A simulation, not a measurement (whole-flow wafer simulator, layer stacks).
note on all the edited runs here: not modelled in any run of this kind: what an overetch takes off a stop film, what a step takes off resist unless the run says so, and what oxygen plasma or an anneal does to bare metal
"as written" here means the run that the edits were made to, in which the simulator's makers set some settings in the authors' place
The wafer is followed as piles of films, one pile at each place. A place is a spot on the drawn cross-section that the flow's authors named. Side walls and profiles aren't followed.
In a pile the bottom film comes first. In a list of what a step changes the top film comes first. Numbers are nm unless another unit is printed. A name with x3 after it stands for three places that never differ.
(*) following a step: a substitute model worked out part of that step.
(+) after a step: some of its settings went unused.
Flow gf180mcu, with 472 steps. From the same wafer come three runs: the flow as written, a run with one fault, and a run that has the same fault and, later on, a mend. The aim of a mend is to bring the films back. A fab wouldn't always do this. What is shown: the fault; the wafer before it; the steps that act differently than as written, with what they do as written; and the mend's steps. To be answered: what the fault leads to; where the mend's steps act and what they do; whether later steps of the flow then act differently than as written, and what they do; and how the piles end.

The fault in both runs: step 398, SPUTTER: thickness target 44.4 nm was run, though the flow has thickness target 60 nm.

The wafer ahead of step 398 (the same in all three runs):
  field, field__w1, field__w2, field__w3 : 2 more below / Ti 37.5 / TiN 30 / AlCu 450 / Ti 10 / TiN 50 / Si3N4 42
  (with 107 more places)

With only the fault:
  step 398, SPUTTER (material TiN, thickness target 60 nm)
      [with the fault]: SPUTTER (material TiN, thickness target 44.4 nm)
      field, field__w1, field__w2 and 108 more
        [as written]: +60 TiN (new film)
        [with the fault]: +44.4 TiN (new film)
  Steps later in the flow that act otherwise than as written (8 more steps, not shown, differ only slightly: by at most 2% or 0.5 nm, whichever is larger):
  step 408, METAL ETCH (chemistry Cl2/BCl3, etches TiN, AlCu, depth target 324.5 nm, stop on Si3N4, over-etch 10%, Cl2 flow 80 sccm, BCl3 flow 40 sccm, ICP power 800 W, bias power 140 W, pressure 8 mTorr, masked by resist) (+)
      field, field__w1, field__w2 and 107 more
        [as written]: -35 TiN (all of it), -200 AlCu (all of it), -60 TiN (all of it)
        [with the fault]: -35 TiN (all of it), -200 AlCu (all of it), -44.4 TiN (all of it)
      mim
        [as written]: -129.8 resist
        [with the fault]: -122.9 resist
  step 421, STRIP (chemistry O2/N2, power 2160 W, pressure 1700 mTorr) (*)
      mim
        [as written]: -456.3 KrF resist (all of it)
        [with the fault]: -468 KrF resist (all of it)
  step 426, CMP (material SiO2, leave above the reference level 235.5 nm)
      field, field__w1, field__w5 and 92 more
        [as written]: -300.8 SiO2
        [with the fault]: -316.4 SiO2
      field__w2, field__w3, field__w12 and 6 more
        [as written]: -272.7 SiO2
        [with the fault]: -288.3 SiO2
  By the end, the piles at mim depart from the flow's by more than 2% or 0.5 nm, whichever is larger.
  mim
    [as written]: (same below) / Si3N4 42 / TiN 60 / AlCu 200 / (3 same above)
    [with the fault]: (same below) / Si3N4 42 / TiN 44.4 / AlCu 200 / (3 same above)

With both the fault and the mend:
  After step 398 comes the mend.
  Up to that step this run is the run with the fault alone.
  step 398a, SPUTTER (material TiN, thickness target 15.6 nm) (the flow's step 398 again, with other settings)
      field, field__w1, field__w2 and 108 more
        +15.6 TiN
  Later steps of the flow that are run all act as written at every place that is followed.
  By the end, the piles equal the flow's at every place that both follow.
